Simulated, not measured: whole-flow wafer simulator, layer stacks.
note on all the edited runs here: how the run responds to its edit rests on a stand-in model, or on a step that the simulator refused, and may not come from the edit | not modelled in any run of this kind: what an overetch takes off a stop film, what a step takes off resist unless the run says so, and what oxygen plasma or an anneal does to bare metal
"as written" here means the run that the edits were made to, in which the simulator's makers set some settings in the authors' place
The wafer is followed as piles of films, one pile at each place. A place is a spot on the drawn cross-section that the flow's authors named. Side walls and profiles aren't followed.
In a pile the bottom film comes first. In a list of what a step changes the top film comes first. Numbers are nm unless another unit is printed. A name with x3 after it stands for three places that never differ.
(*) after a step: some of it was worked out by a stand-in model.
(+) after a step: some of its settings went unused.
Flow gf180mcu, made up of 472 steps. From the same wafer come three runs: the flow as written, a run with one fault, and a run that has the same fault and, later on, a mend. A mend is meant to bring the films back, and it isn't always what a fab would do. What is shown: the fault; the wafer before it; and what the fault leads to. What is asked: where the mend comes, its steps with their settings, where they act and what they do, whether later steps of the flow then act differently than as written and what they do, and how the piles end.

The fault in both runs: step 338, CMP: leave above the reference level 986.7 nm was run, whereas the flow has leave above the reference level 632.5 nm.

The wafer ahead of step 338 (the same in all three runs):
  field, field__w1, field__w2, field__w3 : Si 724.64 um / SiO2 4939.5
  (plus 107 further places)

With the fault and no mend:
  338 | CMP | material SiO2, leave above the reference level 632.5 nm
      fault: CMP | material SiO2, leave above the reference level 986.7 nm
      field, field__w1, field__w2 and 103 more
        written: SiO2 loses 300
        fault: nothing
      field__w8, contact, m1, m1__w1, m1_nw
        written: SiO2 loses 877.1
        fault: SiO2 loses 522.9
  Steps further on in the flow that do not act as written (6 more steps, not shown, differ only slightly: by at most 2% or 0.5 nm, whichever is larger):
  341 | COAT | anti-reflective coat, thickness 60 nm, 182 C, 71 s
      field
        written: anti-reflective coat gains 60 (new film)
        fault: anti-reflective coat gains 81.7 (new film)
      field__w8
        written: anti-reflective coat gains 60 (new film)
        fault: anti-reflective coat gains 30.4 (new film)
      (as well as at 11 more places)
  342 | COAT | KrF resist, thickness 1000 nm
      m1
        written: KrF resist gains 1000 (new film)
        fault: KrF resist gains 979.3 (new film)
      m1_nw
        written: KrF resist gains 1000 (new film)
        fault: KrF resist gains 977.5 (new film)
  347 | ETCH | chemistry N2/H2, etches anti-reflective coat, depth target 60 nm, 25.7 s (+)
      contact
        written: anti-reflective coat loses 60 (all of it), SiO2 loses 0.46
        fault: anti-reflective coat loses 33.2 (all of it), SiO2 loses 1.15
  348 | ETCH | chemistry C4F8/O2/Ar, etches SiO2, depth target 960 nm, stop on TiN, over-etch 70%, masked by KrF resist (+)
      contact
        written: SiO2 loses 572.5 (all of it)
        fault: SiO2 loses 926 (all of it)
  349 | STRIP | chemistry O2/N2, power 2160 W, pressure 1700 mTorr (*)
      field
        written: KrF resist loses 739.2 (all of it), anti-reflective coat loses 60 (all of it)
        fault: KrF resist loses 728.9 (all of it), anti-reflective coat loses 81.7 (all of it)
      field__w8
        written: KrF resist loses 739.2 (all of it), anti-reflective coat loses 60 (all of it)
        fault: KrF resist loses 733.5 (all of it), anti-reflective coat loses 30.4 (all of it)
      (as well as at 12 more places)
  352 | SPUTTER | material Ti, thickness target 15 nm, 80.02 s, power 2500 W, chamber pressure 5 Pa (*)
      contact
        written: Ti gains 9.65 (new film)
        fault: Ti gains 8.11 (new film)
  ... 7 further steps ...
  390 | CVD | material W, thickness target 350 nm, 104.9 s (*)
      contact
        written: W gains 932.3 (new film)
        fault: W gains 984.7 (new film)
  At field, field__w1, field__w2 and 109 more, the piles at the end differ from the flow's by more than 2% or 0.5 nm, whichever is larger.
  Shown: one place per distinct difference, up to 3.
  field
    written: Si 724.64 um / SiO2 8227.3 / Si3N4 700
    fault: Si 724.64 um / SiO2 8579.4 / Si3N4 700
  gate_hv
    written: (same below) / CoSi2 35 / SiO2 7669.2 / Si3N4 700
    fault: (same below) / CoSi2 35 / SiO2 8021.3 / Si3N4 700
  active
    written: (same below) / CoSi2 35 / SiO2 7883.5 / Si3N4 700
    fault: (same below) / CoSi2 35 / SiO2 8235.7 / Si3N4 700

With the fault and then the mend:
  After step 346 comes the mend.
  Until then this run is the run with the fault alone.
  346a | STRIP | chemistry O2/N2, power 2160 W, pressure 1700 mTorr (*)
      iso_ptap_pw, iso_ntap_nw, iso_nw_fld and 33 more
        KrF resist loses 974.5 (all of it), anti-reflective coat loses 60 (all of it)
      field__w7, field__w11, field__w12 and 7 more
        KrF resist loses 975.1 (all of it), anti-reflective coat loses 60.2 (all of it)
      field_sub, field_sub__w1, field_sub__w3 and 7 more
        KrF resist loses 975 (all of it), anti-reflective coat loses 60.2 (all of it)
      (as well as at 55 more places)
  346b | CMP | material SiO2, leave above the reference level 632.5 nm (a further turn of the flow's step 338)
      field, field__w1, field__w2 and 103 more
        SiO2 loses 300
      field__w8, contact, m1, m1__w1, m1_nw
        SiO2 loses 354.2
  346c | HMDS | 120 C, 60 s (a further turn of the flow's step 340)
      does not change any film at any place that is followed
  346d | COAT | anti-reflective coat, thickness 60 nm, 182 C, 71 s (a further turn of the flow's step 341)
      field, field__w1, field__w2 and 108 more
        anti-reflective coat gains 60 (new film)
  346e | COAT | KrF resist, thickness 1000 nm (a further turn of the flow's step 342)
      field, field__w1, field__w2 and 108 more
        KrF resist gains 1000 (new film)
  346f | SOFTBAKE | KrF resist (a further turn of the flow's step 343)
      does not change any film at any place that is followed
  346g | EXPOSE | photomask Via3 (a further turn of the flow's step 344)
      does not change any film at any place that is followed
  346h | PEB | KrF resist, 135 C, 90 s (a further turn of the flow's step 345)
      field, field__w1, field__w2 and 108 more
        KrF resist loses 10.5
  346i | DEVELOP | KrF resist, thickness 1000 nm, 60 s (a further turn of the flow's step 346)
      field, field__w1, field__w2 and 107 more
        KrF resist loses 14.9
      contact
        KrF resist loses 989.5 (all of it)
  None of the later steps of the flow acts differently than as written at any place that is followed.
  At every place that both follow, the piles at the end match the flow's.
